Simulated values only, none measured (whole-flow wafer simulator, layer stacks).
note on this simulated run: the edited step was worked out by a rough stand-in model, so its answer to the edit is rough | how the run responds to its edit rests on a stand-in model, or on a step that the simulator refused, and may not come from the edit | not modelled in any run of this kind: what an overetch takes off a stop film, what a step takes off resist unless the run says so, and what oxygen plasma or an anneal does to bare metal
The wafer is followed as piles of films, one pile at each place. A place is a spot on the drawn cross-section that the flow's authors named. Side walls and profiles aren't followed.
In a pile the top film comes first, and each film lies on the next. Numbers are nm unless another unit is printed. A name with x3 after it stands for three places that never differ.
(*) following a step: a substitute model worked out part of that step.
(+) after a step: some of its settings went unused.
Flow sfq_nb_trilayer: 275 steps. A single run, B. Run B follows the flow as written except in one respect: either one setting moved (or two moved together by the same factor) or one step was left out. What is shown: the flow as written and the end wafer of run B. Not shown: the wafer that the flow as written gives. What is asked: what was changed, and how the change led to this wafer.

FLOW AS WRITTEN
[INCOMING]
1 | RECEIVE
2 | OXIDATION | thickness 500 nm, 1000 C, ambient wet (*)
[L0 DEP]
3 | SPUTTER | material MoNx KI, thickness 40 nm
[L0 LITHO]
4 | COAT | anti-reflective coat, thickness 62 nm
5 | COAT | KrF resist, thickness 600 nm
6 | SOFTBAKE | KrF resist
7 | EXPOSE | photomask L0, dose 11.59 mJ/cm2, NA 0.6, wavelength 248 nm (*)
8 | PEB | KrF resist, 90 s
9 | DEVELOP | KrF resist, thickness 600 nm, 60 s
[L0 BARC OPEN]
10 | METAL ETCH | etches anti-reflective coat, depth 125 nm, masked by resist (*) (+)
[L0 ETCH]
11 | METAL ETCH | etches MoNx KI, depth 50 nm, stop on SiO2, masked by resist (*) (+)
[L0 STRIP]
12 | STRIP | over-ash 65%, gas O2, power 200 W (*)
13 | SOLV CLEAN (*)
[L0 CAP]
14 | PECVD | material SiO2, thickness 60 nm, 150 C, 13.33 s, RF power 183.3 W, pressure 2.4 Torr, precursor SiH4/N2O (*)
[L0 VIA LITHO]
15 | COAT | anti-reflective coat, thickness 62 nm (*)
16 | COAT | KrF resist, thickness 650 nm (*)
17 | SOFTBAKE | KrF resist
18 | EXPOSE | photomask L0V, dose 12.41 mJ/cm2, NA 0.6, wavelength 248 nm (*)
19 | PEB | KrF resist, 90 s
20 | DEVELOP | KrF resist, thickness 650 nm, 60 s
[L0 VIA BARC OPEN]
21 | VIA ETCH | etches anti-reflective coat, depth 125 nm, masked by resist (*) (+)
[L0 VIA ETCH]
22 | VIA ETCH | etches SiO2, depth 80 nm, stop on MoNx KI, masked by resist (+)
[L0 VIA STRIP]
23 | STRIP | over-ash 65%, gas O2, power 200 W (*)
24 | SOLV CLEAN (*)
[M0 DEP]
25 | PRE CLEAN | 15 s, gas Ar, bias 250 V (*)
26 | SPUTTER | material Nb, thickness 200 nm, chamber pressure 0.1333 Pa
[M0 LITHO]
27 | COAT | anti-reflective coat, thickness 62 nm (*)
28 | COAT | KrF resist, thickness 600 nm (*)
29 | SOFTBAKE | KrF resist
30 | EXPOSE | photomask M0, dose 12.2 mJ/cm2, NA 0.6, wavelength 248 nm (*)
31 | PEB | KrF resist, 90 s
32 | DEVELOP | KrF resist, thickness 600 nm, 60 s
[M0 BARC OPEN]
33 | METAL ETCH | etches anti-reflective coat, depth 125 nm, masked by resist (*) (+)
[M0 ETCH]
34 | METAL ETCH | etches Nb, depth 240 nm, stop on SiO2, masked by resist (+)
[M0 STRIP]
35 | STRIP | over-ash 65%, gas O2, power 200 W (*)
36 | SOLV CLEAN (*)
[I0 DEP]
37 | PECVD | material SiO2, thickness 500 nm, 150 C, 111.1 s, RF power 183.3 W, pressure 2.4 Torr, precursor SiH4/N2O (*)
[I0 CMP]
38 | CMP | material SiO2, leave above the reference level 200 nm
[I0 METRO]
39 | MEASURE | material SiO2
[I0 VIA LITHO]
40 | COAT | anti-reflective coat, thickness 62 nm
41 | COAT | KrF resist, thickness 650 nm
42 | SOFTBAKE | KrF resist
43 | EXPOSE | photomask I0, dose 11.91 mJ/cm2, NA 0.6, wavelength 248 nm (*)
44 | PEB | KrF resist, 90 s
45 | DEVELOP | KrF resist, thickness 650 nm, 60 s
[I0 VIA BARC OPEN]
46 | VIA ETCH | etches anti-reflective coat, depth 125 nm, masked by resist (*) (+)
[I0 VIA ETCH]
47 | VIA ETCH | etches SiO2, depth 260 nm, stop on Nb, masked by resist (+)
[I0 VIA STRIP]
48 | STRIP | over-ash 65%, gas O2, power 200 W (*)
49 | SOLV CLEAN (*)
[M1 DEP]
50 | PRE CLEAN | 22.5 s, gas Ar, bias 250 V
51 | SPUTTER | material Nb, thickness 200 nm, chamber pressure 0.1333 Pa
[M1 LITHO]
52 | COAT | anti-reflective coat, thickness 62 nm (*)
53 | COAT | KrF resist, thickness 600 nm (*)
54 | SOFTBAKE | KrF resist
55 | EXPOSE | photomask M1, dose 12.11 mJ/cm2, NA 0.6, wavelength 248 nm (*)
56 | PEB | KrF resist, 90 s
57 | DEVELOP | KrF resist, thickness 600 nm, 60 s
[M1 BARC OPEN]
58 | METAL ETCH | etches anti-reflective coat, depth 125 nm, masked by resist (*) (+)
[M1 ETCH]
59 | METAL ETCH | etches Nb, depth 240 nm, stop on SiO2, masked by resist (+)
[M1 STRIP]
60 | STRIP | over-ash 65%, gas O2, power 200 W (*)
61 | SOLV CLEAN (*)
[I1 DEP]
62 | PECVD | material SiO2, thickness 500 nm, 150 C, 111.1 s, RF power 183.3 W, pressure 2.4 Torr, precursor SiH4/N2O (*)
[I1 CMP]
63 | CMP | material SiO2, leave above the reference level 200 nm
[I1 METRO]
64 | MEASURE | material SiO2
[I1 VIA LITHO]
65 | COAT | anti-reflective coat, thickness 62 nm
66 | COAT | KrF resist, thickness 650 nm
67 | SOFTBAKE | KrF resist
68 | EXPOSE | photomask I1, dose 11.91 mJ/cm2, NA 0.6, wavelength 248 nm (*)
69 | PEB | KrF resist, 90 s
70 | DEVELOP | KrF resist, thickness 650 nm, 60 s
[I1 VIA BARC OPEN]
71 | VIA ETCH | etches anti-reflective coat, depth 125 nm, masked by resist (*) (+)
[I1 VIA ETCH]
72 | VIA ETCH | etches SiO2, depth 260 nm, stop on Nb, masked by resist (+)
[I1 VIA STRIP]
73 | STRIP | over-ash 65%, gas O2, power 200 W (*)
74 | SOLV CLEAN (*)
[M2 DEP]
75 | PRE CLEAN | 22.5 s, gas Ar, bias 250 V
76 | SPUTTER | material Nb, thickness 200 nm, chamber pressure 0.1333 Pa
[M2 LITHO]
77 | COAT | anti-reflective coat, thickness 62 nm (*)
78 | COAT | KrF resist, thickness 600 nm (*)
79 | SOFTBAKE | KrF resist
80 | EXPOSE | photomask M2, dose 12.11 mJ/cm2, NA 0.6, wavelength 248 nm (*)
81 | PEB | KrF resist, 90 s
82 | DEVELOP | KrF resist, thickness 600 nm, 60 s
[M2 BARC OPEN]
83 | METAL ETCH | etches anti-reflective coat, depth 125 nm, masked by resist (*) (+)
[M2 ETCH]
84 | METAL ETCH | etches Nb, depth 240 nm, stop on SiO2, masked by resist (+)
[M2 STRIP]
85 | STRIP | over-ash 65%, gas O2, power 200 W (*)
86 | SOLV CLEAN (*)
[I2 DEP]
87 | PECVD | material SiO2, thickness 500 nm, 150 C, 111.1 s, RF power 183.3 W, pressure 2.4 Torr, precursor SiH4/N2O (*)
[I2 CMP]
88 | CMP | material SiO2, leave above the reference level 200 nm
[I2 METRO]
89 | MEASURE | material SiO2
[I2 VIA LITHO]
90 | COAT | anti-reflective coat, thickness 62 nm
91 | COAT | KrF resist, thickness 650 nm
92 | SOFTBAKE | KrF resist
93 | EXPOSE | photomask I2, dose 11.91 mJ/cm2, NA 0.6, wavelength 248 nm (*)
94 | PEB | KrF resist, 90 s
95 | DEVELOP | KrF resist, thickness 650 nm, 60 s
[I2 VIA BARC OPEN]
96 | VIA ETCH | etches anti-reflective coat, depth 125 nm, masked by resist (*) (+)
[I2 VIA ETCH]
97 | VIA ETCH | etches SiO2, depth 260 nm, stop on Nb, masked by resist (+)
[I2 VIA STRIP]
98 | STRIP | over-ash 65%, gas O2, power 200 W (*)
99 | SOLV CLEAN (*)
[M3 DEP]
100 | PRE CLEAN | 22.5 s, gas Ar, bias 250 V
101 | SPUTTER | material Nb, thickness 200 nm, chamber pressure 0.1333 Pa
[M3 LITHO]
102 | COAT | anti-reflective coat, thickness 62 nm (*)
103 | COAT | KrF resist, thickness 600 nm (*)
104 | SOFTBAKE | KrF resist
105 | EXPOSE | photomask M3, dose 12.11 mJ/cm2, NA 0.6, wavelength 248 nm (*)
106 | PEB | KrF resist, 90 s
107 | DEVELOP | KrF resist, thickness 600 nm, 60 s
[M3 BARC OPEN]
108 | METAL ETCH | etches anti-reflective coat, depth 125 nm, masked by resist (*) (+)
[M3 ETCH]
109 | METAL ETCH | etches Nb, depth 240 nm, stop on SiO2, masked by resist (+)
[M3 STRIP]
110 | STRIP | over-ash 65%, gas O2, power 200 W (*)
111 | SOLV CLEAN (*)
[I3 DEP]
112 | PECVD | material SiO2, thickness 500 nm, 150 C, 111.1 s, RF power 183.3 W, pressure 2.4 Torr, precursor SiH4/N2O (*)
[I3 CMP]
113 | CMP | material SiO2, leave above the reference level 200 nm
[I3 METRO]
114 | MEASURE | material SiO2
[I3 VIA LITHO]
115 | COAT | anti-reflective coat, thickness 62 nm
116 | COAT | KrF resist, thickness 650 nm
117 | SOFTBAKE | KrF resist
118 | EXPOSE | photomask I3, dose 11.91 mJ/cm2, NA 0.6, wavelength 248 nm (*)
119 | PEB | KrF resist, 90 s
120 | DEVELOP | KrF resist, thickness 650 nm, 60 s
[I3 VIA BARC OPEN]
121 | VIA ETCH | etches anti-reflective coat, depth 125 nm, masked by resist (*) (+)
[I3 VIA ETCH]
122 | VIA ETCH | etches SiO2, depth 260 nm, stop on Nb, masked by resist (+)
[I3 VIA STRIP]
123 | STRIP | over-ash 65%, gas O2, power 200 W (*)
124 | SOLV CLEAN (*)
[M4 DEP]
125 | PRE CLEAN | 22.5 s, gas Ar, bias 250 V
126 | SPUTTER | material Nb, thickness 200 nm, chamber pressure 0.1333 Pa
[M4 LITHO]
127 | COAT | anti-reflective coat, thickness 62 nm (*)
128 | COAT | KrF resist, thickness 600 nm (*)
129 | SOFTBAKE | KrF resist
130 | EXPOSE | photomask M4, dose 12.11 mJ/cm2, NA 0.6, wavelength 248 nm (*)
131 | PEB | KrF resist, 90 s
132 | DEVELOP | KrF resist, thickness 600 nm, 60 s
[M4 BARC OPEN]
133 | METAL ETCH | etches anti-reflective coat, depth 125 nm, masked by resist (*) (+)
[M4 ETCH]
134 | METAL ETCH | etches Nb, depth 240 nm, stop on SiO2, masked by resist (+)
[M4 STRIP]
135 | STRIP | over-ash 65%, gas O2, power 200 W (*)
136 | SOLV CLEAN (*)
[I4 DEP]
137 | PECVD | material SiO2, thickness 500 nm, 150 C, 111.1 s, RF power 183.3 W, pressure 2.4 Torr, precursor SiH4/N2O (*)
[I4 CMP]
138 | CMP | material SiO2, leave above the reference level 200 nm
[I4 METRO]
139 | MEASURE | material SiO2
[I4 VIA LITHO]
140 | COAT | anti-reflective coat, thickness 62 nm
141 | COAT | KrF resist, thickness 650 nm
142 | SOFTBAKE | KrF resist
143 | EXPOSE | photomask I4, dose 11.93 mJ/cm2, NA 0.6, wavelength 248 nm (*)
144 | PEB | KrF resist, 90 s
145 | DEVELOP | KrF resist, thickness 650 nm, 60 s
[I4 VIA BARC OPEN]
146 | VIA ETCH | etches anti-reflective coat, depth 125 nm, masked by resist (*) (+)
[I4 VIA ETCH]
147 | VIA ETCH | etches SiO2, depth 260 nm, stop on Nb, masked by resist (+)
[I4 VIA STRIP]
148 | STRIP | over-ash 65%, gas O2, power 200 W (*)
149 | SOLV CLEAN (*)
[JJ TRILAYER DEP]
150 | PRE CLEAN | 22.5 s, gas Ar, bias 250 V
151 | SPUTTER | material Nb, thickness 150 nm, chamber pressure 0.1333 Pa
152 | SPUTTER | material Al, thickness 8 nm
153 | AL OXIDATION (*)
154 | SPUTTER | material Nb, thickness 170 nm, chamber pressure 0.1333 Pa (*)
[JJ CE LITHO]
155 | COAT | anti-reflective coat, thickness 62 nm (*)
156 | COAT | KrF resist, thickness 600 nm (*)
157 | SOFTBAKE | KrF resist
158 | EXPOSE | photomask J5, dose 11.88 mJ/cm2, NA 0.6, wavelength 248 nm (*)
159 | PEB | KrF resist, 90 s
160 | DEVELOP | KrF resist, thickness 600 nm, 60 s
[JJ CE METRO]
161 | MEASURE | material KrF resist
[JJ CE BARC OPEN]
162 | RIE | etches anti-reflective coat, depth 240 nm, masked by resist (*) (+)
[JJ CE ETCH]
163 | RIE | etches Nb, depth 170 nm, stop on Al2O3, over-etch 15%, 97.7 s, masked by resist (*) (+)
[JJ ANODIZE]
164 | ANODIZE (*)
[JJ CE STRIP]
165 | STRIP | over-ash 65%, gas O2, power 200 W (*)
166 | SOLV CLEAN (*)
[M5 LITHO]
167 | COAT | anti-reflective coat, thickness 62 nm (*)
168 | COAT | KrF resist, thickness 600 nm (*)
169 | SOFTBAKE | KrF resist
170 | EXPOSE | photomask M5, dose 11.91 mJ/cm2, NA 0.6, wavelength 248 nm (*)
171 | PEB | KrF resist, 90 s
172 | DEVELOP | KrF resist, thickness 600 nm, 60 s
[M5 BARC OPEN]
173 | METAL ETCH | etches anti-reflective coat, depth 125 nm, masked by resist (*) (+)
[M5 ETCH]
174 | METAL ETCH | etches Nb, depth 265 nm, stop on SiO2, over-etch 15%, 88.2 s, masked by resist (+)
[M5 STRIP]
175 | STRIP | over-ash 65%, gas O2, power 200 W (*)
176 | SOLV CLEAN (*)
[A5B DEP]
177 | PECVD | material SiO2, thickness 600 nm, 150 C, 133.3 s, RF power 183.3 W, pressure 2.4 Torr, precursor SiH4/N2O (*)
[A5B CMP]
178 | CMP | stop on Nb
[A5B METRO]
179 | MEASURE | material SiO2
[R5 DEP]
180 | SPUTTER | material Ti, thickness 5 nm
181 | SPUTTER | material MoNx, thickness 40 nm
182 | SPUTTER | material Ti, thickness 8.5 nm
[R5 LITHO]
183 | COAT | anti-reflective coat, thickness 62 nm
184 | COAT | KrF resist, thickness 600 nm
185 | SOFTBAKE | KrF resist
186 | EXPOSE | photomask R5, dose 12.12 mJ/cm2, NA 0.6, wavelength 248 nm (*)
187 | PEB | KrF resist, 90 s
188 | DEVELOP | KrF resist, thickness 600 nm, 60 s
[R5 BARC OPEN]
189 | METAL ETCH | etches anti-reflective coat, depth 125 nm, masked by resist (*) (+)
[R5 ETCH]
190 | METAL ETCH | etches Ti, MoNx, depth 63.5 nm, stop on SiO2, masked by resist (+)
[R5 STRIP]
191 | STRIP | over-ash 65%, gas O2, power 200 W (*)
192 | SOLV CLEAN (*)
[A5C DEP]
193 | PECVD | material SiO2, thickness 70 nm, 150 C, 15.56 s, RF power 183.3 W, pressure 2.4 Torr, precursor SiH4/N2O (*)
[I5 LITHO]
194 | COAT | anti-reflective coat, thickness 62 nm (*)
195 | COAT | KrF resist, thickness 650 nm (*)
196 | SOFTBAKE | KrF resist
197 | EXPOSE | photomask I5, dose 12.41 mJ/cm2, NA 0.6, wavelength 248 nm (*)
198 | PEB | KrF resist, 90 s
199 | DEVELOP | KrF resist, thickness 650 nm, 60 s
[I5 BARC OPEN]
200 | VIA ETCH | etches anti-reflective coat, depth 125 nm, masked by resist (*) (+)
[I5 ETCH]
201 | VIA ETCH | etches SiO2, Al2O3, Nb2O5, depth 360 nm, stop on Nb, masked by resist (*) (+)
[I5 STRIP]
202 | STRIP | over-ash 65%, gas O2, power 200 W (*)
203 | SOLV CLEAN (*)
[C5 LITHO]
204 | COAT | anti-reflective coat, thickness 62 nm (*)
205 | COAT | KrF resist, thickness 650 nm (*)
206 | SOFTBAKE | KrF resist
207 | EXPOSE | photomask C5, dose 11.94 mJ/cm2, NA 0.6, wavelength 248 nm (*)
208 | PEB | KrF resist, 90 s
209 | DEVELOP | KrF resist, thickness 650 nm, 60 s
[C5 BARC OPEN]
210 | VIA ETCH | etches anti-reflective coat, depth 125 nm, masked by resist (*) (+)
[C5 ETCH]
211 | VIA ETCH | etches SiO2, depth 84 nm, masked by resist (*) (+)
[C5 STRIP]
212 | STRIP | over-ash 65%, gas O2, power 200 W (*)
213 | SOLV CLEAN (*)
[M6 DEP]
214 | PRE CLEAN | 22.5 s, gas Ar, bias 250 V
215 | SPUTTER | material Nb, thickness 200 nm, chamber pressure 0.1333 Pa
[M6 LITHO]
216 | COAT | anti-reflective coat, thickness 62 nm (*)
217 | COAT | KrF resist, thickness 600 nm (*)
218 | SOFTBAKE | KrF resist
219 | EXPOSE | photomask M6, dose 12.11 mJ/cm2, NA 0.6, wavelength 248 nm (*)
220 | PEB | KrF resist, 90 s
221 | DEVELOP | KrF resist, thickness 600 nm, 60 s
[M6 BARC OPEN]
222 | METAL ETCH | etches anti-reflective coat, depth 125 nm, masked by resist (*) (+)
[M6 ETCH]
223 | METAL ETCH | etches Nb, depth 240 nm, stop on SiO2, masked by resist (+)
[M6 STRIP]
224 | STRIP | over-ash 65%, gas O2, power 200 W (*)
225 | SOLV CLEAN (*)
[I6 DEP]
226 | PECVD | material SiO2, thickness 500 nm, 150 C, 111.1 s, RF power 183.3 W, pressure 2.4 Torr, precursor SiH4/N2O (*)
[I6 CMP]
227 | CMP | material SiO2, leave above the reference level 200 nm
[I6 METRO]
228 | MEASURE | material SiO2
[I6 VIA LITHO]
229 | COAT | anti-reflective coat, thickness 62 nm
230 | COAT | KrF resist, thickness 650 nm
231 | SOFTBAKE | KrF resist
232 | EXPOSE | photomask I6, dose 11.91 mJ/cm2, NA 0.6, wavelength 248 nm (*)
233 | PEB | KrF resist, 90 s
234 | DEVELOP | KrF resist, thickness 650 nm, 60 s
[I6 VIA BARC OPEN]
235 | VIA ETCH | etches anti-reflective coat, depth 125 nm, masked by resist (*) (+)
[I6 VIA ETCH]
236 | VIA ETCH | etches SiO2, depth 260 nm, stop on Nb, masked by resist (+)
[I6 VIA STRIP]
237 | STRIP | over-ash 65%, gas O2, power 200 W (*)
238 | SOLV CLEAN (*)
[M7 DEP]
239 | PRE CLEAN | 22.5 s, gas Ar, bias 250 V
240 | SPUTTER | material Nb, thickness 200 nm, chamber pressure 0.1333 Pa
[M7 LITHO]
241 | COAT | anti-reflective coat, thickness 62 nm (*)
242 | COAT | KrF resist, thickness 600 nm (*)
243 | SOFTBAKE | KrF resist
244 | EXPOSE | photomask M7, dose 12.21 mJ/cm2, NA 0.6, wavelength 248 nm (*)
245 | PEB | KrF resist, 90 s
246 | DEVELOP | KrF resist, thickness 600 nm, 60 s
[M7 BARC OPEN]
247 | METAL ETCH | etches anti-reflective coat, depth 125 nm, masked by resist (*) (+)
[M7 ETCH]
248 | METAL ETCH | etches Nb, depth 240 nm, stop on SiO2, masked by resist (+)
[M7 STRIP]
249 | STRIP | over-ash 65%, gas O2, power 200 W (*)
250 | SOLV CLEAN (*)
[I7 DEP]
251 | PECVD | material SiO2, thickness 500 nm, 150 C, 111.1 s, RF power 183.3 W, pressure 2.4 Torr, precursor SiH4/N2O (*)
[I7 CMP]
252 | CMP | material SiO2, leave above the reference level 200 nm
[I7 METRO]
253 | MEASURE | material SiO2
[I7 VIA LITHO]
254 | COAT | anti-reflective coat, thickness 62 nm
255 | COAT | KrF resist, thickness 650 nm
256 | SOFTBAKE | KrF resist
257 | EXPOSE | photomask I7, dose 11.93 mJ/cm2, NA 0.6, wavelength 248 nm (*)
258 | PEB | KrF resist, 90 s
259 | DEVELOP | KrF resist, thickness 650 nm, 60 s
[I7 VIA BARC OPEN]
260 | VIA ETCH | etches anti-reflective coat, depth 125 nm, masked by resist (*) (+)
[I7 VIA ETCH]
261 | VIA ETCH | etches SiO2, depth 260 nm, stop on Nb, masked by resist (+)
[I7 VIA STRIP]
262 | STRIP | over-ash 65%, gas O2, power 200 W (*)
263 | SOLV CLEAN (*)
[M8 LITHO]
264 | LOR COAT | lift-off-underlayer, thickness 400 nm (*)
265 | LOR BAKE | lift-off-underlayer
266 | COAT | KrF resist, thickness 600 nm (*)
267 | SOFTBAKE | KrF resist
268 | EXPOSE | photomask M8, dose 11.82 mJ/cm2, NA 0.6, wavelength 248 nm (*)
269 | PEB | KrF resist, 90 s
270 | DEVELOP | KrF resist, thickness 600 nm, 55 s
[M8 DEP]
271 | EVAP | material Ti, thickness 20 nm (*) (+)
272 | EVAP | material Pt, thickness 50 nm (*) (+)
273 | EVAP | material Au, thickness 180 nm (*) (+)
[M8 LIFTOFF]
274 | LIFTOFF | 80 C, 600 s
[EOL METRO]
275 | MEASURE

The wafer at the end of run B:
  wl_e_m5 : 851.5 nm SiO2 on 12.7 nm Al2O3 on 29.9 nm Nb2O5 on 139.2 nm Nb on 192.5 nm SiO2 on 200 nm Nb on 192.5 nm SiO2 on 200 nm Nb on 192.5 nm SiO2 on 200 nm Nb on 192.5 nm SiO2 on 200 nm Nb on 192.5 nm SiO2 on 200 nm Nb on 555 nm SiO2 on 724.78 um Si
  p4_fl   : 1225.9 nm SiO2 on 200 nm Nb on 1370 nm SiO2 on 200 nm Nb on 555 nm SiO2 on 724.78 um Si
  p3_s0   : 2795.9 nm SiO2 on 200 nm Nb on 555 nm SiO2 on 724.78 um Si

Cause: step 251, PECVD: thickness 250 nm was run, whereas the flow has thickness 500 nm; step 251, PECVD: 55.56 s was run, where the flow has 111.1 s.

How this came from the change, step by step:
  251 | PECVD | material SiO2, thickness 500 nm, 150 C, 111.1 s, RF power 183.3 W, pressure 2.4 Torr, precursor SiH4/N2O (*)
      field_l, p4_fl, p4_fm and 56 more: SiO2 gains 250 (as written it would have been: SiO2 gains 500)
      v_sur, via_wl, via_w and 37 more: SiO2 gains 250 (new film) (as written it would have been: SiO2 gains 500 (new film))
      (also at 7 further places)
  252 | CMP | material SiO2, leave above the reference level 200 nm
      field_l, p4_fl, p4_fm and 56 more: nothing (as written it would have been: SiO2 loses 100)
      field_r, lsp_l: nothing (as written it would have been: SiO2 loses 77.7)
      (also at 45 further places)
  254 | COAT | anti-reflective coat, thickness 62 nm
      ce_l, c5j, ce_r, sp_r, be_r: anti-reflective coat gains 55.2 (new film) (as written it would have been: anti-reflective coat gains 62 (new film))
      p3_s1, p3_l2, p3_s2, p3_s5, p3_l6: anti-reflective coat gains 63.9 (new film) (as written it would have been: anti-reflective coat gains 62 (new film))
      (also at 84 further places)
  255 | COAT | KrF resist, thickness 650 nm
      m0r_line_l, m0r_line_r, m6r_line_l, m6r_line_r: KrF resist gains 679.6 (new film) (as written it would have been: KrF resist gains 650 (new film))
      m0r_space_l, m0r_space_r, m6r_space_l, m6r_space_r: KrF resist gains 669.1 (new film) (as written it would have been: KrF resist gains 650 (new film))
      (also at 75 further places)
  259 | DEVELOP | KrF resist, thickness 650 nm, 60 s
      via_wl: KrF resist loses 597 (all of it) (as written it would have been: KrF resist loses 648.6 (all of it))
      via_w: KrF resist loses 605.1 (all of it) (as written it would have been: KrF resist loses 648.6 (all of it))
      (also at 1 further place)
  260 | VIA ETCH | etches anti-reflective coat, depth 125 nm, masked by resist (*) (+)
      field_l, v_sur, via_sp and 100 more: KrF resist loses 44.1 (as written it would have been: KrF resist loses 51.7)
      via_wl: anti-reflective coat loses 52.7 (all of it), SiO2 loses 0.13 (as written it would have been: anti-reflective coat loses 62 (all of it), SiO2 loses 0.16)
      (also at 2 further places)
  262 | STRIP | over-ash 65%, gas O2, power 200 W (*)
      m0r_line_l, m0r_line_r, m6r_line_l, m6r_line_r: KrF resist loses 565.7 (all of it), anti-reflective coat loses 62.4 (all of it) (as written it would have been: KrF resist loses 528.6 (all of it), anti-reflective coat loses 62 (all of it))
      m0r_space_l, m0r_space_r, m6r_space_l, m6r_space_r: KrF resist loses 555.2 (all of it), anti-reflective coat loses 80 (all of it) (as written it would have been: KrF resist loses 528.6 (all of it), anti-reflective coat loses 62 (all of it))
      (also at 90 further places)
  264 | LOR COAT | lift-off-underlayer, thickness 400 nm (*)
      m0r_line_l, m0r_line_r, m6r_line_l, m6r_line_r: lift-off-underlayer gains 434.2 (new film) (as written it would have been: lift-off-underlayer gains 400 (new film))
      m0r_space_l, m0r_space_r, m6r_space_l, m6r_space_r: lift-off-underlayer gains 447.5 (new film) (as written it would have been: lift-off-underlayer gains 400 (new film))
      (also at 82 further places)
  266 | COAT | KrF resist, thickness 600 nm (*)
      m0r_line_l, m0r_line_r, m6r_line_l, m6r_line_r: KrF resist gains 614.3 (new film) (as written it would have been: KrF resist gains 600 (new film))
      c5j, ce_r: KrF resist gains 579.6 (new film) (as written it would have been: KrF resist gains 597.1 (new film))
      (also at 51 further places)
  270 | DEVELOP | KrF resist, thickness 600 nm, 55 s
      field_l: KrF resist loses 609.9 (all of it), lift-off-underlayer loses 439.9 (all of it) (as written it would have been: KrF resist loses 593.7 (all of it), lift-off-underlayer loses 388.2 (all of it))
      v_sur: KrF resist loses 590.4 (all of it), lift-off-underlayer loses 314.3 (all of it) (as written it would have been: KrF resist loses 607.3 (all of it), lift-off-underlayer loses 369.4 (all of it))
      (also at 9 further places)
  274 | LIFTOFF | 80 C, 600 s
      m0r_line_l, m0r_line_r, m6r_line_l, m6r_line_r: Au loses 180 (all of it), Pt loses 50 (all of it), Ti loses 20 (all of it), KrF resist loses 590.5 (all of it), lift-off-underlayer loses 434.2 (all of it) (as written it would have been: Au loses 180 (all of it), Pt loses 50 (all of it), Ti loses 20 (all of it), KrF resist loses 576.2 (all of it), lift-off-underlayer loses 400 (all of it))
      m0r_space_l, m0r_space_r, m6r_space_l, m6r_space_r: Au loses 180 (all of it), Pt loses 50 (all of it), Ti loses 20 (all of it), KrF resist loses 579.7 (all of it), lift-off-underlayer loses 447.5 (all of it) (as written it would have been: Au loses 180 (all of it), Pt loses 50 (all of it), Ti loses 20 (all of it), KrF resist loses 576.2 (all of it), lift-off-underlayer loses 400 (all of it))
      (also at 71 further places)
